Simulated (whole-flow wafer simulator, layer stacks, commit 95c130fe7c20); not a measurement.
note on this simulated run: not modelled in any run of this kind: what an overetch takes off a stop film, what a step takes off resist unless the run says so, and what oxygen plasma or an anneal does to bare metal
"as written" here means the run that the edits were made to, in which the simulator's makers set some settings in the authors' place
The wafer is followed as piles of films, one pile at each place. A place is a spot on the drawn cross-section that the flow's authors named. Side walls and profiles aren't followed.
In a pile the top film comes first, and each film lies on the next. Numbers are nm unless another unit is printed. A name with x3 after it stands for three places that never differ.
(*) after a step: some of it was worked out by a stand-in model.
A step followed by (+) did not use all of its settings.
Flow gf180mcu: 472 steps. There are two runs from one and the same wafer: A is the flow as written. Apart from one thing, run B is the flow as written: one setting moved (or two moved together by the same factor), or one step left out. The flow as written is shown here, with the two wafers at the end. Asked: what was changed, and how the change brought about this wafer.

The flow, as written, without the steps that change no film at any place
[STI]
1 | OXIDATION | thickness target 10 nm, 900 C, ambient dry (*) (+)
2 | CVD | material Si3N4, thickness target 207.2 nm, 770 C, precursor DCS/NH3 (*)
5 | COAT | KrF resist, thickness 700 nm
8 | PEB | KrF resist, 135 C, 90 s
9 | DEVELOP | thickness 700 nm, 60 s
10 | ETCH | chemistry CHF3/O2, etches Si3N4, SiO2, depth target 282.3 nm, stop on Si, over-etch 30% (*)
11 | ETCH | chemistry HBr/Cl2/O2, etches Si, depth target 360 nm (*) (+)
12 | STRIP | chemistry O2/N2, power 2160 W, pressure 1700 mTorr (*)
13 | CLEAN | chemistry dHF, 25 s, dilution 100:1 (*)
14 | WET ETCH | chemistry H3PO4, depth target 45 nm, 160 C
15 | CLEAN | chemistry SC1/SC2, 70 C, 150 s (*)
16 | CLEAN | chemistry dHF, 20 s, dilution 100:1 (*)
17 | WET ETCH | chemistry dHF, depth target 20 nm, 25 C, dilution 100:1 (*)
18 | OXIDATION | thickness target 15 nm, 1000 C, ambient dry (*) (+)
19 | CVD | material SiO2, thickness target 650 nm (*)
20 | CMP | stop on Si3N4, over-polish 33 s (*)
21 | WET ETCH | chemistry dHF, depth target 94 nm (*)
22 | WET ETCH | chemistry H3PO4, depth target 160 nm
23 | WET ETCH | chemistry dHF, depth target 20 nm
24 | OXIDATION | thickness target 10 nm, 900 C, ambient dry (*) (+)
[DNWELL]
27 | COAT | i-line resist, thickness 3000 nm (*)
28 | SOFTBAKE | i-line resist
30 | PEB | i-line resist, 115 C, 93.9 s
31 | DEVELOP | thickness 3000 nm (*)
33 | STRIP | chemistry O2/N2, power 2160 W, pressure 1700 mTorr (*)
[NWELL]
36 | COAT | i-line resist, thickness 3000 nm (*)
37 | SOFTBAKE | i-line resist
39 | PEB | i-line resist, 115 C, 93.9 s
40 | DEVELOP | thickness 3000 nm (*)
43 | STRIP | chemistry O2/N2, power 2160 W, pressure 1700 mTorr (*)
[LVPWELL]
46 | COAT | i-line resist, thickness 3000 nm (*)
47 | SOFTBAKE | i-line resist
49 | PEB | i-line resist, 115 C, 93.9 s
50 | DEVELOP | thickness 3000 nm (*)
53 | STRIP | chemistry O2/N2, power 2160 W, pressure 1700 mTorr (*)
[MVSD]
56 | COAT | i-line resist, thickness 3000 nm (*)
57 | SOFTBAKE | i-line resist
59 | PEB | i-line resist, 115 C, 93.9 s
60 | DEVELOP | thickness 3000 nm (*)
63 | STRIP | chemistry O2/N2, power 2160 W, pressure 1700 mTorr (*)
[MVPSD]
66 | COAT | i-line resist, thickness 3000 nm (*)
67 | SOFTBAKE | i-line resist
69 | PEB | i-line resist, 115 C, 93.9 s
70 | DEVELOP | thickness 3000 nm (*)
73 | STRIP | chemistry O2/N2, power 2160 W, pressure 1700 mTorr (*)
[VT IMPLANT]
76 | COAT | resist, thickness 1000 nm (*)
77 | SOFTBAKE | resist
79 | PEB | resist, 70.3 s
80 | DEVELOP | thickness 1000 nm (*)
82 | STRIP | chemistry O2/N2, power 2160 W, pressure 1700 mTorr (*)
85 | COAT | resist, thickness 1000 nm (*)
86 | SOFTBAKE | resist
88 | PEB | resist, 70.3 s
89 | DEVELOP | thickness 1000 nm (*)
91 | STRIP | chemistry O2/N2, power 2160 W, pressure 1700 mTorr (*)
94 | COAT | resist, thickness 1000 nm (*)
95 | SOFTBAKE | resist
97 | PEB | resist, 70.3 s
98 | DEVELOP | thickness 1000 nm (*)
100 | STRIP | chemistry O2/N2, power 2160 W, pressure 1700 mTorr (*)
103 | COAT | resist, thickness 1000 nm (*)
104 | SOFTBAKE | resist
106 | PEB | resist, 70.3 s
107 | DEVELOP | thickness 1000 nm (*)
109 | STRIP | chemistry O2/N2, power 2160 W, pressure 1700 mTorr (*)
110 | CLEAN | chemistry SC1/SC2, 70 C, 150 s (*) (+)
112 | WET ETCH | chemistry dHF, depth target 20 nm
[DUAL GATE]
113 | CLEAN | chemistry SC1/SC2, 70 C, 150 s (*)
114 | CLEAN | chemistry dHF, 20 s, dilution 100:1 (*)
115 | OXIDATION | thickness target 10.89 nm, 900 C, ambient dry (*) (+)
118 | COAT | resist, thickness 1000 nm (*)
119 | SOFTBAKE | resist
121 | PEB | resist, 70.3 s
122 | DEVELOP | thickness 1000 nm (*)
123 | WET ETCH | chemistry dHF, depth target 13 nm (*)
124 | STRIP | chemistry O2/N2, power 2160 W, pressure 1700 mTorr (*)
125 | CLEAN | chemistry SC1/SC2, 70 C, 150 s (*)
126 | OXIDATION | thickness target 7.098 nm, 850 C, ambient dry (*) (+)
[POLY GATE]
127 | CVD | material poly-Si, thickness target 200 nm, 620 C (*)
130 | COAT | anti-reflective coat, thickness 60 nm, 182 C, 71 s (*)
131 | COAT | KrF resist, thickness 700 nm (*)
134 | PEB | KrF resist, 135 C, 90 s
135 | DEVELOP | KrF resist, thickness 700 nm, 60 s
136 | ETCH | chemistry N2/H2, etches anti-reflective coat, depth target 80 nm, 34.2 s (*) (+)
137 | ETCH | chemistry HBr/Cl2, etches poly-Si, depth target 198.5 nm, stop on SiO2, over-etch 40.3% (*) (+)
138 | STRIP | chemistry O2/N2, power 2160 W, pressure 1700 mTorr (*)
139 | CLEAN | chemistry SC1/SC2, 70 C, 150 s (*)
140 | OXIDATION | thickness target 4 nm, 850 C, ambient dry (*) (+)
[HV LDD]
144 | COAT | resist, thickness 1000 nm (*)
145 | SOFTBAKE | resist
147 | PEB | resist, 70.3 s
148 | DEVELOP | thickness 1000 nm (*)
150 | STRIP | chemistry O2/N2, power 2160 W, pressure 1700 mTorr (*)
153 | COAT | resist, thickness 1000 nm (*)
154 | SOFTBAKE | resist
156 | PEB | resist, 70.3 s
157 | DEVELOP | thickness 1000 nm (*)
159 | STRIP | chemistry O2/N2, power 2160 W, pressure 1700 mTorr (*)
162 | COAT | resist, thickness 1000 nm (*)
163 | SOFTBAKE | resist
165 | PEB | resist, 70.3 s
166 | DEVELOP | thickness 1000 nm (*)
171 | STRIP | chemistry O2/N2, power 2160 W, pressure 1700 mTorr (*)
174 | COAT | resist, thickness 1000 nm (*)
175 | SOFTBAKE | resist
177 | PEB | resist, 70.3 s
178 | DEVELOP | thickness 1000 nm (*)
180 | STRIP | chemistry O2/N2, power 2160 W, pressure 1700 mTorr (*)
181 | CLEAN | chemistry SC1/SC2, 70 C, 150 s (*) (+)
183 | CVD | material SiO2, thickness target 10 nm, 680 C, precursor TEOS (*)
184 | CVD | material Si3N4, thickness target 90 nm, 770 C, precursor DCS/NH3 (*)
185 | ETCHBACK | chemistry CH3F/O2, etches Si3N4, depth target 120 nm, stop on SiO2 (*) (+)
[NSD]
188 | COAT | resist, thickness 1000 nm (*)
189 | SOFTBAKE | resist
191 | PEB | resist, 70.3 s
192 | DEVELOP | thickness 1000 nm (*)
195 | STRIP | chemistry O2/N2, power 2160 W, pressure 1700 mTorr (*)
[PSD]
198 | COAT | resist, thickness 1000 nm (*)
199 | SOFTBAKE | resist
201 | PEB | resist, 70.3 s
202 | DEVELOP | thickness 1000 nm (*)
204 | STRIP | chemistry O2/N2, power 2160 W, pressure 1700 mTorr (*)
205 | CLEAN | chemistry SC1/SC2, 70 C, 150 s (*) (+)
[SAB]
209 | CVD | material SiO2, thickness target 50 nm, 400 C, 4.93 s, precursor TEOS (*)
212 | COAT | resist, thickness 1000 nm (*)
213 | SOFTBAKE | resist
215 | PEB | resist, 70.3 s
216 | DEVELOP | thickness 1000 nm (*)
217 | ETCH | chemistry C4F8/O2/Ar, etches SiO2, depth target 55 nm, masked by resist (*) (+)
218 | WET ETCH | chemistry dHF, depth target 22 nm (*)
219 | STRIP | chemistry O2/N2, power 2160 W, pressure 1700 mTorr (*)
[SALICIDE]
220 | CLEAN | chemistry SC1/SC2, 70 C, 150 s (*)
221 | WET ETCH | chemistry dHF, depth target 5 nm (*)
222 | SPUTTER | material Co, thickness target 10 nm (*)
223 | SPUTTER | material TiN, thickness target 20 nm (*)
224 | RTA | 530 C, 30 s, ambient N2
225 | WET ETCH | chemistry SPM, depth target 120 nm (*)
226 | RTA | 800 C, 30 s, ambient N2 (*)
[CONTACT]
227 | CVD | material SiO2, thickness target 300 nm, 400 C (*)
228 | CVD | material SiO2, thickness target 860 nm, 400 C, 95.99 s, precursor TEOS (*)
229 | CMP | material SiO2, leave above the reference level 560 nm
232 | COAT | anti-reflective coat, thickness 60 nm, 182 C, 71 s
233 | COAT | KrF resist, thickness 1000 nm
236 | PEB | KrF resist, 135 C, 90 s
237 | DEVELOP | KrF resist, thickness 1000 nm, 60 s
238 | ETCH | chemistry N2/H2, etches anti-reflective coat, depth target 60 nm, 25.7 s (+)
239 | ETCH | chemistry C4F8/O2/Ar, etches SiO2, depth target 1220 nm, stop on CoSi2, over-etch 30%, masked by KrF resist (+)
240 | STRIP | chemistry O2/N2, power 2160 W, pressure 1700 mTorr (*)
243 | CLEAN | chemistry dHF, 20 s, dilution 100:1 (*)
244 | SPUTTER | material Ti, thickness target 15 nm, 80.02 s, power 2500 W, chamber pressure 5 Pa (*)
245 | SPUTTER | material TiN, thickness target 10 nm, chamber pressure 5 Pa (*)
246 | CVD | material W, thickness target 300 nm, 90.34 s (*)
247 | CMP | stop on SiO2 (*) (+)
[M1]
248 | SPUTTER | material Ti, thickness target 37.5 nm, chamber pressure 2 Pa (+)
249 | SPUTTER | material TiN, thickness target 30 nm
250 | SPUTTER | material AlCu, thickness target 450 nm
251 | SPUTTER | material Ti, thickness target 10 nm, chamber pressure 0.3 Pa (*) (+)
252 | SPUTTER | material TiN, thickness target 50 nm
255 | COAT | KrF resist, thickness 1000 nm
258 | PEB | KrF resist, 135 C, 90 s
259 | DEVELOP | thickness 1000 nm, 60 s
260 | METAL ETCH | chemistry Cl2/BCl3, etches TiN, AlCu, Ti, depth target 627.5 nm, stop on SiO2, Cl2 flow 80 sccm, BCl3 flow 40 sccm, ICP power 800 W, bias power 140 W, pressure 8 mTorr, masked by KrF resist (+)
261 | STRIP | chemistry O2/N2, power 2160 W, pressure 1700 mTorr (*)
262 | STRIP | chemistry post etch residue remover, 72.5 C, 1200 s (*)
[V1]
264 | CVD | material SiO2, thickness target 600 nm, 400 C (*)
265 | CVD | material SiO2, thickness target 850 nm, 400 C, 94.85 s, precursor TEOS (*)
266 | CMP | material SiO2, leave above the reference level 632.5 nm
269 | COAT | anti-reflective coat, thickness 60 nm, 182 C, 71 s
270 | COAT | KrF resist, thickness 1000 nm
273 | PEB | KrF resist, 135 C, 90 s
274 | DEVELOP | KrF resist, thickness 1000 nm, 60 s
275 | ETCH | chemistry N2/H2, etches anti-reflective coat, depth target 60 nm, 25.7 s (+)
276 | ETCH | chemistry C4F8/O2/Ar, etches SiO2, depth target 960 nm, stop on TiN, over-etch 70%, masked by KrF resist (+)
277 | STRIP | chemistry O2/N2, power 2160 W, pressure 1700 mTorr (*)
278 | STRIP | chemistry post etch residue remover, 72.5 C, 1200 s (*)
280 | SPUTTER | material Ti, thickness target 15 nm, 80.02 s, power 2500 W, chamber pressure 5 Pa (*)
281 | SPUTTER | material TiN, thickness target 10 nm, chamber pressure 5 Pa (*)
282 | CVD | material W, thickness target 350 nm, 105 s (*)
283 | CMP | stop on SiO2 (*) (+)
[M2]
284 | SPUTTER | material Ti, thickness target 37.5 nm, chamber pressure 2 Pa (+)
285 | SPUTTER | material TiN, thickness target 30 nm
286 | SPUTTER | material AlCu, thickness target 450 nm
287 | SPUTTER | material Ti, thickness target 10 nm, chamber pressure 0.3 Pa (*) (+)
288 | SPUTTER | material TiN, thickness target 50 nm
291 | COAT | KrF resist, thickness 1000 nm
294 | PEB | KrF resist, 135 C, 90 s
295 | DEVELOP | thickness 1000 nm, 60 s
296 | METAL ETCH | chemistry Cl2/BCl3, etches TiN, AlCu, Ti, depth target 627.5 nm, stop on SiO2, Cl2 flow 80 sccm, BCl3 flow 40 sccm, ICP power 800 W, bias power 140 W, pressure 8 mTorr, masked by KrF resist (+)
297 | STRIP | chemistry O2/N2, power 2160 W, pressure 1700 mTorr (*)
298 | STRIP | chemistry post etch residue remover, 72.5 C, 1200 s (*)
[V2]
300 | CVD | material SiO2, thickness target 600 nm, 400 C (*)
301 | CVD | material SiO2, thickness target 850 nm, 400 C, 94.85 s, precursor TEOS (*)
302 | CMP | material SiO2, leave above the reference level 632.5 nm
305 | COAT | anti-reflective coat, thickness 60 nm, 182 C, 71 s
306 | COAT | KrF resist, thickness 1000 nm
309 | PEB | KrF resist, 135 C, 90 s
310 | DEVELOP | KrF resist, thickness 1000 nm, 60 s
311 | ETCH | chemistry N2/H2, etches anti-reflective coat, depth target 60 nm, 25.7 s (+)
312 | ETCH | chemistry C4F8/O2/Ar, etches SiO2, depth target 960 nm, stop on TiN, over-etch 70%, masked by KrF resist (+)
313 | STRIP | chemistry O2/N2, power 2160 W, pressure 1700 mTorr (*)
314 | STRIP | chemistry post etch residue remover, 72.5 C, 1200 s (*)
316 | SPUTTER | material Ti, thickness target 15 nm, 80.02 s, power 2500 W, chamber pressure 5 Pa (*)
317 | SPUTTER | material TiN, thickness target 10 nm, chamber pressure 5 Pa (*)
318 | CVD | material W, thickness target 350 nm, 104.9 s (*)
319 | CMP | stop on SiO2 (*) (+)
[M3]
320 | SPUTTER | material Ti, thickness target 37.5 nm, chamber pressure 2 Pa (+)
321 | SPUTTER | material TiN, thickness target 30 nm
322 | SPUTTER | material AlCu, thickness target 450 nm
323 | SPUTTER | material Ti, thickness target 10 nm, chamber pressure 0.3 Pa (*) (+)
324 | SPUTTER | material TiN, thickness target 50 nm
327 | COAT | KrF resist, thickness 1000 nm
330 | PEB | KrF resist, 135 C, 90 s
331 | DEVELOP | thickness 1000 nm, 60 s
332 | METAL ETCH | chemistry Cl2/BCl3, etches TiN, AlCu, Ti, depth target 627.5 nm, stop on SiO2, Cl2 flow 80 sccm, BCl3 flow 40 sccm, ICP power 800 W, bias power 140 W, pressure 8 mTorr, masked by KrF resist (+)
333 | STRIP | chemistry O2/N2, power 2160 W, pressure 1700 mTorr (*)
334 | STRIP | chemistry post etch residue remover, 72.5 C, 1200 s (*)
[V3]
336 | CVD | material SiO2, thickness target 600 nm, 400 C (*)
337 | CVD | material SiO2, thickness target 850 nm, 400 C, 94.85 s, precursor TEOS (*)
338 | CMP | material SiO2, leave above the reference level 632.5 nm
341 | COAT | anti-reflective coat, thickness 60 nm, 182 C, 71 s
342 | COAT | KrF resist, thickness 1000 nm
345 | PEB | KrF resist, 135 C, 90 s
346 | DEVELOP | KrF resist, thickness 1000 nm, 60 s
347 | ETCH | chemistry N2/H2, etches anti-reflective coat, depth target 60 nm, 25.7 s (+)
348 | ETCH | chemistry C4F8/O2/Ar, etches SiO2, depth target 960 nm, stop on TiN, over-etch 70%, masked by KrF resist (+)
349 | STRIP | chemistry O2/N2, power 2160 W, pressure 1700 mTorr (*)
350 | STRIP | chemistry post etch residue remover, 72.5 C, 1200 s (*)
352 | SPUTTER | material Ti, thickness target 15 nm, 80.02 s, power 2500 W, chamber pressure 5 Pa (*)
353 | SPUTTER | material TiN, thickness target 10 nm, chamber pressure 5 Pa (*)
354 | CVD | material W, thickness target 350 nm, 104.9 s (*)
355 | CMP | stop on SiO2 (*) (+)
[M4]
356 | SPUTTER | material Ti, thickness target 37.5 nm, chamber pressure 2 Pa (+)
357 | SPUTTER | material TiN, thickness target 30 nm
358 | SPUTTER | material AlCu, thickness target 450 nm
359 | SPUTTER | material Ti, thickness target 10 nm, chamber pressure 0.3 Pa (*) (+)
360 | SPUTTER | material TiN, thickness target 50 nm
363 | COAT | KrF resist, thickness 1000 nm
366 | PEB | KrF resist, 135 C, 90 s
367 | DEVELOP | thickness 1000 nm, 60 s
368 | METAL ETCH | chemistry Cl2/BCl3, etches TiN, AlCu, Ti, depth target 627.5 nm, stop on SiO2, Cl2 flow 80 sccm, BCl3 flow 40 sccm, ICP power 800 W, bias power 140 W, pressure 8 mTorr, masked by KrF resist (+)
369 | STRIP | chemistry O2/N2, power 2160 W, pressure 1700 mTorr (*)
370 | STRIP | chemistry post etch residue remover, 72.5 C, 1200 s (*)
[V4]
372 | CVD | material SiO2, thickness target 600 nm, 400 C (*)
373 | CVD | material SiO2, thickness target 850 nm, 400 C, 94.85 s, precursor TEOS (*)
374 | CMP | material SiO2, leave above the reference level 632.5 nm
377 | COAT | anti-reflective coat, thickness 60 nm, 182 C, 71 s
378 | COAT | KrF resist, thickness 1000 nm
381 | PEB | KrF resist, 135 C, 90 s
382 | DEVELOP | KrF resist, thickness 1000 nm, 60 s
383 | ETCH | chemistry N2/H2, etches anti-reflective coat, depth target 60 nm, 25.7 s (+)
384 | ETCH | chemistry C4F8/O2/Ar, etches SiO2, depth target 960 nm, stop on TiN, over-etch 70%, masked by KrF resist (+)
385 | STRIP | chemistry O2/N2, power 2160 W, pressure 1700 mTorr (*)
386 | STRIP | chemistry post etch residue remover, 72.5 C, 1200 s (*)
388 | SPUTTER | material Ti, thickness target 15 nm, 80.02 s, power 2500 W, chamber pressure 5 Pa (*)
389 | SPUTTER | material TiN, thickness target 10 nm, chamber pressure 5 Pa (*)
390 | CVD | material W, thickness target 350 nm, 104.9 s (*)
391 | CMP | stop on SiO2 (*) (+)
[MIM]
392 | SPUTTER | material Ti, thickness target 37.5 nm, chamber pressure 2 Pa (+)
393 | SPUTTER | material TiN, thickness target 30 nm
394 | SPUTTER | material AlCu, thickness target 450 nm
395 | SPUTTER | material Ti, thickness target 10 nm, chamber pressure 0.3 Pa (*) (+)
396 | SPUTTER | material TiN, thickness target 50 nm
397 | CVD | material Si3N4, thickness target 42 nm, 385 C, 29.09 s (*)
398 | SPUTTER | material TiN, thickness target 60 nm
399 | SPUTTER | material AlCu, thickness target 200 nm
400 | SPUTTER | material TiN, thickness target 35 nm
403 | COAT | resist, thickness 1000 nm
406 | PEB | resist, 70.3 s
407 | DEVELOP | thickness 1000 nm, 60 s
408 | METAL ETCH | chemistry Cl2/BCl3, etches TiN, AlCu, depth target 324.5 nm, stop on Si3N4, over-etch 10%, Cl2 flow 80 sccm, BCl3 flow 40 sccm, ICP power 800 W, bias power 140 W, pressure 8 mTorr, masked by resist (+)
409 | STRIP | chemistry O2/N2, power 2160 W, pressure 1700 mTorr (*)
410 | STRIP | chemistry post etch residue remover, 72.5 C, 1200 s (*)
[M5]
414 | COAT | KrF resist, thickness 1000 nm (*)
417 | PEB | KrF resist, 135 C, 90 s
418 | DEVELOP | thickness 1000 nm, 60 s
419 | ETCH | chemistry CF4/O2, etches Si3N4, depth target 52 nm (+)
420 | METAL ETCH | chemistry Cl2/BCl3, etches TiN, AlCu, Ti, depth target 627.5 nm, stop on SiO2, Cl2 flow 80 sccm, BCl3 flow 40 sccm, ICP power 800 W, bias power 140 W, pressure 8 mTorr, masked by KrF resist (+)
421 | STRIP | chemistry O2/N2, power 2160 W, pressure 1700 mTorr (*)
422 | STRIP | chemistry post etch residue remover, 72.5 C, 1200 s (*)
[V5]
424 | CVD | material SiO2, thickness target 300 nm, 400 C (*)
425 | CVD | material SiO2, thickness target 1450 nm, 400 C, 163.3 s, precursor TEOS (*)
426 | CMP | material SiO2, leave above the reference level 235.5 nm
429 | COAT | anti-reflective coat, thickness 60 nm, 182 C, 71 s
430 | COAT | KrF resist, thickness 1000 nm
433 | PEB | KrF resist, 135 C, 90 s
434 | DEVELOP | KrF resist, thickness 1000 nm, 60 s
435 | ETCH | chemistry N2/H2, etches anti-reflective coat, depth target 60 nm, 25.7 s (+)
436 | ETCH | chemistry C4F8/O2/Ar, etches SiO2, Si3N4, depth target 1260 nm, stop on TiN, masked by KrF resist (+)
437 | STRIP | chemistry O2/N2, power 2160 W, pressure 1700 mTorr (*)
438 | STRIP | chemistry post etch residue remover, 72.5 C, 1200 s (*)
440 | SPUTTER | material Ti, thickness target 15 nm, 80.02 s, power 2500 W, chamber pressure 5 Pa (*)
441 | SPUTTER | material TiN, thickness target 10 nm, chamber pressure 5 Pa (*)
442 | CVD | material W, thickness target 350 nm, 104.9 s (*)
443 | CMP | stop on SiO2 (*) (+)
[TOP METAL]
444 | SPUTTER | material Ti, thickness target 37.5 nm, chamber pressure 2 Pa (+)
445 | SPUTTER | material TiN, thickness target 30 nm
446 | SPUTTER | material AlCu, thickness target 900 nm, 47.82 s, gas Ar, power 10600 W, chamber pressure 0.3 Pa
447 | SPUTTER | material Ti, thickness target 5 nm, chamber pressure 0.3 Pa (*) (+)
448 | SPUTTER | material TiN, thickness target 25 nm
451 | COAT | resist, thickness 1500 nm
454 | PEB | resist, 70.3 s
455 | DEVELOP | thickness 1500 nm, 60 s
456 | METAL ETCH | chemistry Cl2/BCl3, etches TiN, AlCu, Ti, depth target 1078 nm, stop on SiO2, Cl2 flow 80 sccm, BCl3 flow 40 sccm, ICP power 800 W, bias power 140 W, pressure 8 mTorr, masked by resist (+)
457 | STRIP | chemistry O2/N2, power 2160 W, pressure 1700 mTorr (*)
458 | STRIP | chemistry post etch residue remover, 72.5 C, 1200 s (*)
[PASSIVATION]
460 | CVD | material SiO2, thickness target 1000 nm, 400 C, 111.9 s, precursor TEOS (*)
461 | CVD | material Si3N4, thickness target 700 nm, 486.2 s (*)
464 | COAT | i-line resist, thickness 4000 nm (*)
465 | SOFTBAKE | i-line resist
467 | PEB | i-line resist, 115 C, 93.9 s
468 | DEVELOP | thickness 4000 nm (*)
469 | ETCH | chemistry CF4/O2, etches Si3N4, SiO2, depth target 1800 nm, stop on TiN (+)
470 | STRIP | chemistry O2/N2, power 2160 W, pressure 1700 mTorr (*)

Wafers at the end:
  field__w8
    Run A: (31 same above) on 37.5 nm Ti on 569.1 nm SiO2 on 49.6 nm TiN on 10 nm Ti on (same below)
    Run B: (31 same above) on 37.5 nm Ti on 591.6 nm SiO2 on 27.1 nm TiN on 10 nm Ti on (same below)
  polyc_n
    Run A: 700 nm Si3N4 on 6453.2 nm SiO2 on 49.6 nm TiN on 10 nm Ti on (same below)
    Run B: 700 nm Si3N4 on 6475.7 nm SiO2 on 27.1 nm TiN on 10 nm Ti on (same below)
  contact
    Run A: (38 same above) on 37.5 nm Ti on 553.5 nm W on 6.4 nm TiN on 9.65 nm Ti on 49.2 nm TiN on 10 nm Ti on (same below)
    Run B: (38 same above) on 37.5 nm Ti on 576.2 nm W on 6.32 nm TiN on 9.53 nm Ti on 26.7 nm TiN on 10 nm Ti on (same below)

What caused this: step 252, SPUTTER: thickness target 27.5 nm was run, whereas the flow has thickness target 50 nm.

Step by step, how the change led to this:
  252 | SPUTTER | material TiN, thickness target 50 nm
      field, field__w1, field__w2 and 108 more: A TiN gains 50 (new film) | B TiN gains 27.5 (new film)
  260 | METAL ETCH | chemistry Cl2/BCl3, etches TiN, AlCu, Ti, depth target 627.5 nm, stop on SiO2, Cl2 flow 80 sccm, BCl3 flow 40 sccm, ICP power 800 W, bias power 140 W, pressure 8 mTorr, masked by KrF resist (+)
      field, field__w1, field__w2 and 99 more: A TiN loses 50 (all of it), Ti loses 10 (all of it), AlCu loses 450 (all of it), TiN loses 30 (all of it), Ti loses 37.5 (all of it) | B TiN loses 27.5 (all of it), Ti loses 10 (all of it), AlCu loses 450 (all of it), TiN loses 30 (all of it), Ti loses 37.5 (all of it)
  266 | CMP | material SiO2, leave above the reference level 632.5 nm
      field__w8, contact, m1 and 6 more: A SiO2 loses 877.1 | B SiO2 loses 854.6
  276 | ETCH | chemistry C4F8/O2/Ar, etches SiO2, depth target 960 nm, stop on TiN, over-etch 70%, masked by KrF resist (+)
      contact: A SiO2 loses 572.5 (all of it) | B SiO2 loses 595 (all of it)
  282 | CVD | material W, thickness target 350 nm, 105 s (*)
      contact: A W gains 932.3 (new film) | B W gains 955 (new film)
